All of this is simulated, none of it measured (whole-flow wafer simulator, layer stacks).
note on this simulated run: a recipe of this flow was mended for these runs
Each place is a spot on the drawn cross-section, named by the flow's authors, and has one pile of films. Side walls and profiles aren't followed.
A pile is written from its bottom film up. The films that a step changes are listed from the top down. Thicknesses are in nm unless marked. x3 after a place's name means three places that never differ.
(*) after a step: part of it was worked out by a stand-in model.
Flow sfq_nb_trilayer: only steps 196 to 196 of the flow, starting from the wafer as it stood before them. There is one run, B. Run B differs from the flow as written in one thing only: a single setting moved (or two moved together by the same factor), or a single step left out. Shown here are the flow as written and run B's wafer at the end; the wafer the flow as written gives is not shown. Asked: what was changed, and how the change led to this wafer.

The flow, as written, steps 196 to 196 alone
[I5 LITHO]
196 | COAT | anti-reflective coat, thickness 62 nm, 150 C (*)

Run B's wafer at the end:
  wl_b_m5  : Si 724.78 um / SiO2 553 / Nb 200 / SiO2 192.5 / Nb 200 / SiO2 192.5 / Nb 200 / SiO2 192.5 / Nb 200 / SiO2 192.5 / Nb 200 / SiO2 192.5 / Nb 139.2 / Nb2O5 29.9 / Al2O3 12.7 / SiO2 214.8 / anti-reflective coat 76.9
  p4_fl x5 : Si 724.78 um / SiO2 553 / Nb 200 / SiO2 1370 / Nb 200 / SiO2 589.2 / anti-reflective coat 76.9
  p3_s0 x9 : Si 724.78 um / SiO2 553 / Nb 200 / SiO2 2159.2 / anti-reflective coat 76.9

Cause: step 196, COAT: thickness 76.9 nm was run, whereas the flow has thickness 62 nm.
The wafer itself shows it: wl_b_m5 has anti-reflective coat 76.9, and step 196 as written asks for 62 nm.

How this came from the change, step by step:
  196 | COAT | anti-reflective coat, thickness 62 nm, 150 C (*)
      p4_fl x5, p4_w1 x9, p3_s0 x9 and 41 more: +76.9 anti-reflective coat (new film) (as written it would have been: +62 anti-reflective coat (new film))
      via_wl, via_w, via_sp, l0_sur, l0v: +77.2 anti-reflective coat (new film) (as written it would have been: +62.3 anti-reflective coat (new film))
      (also at 37 further places)
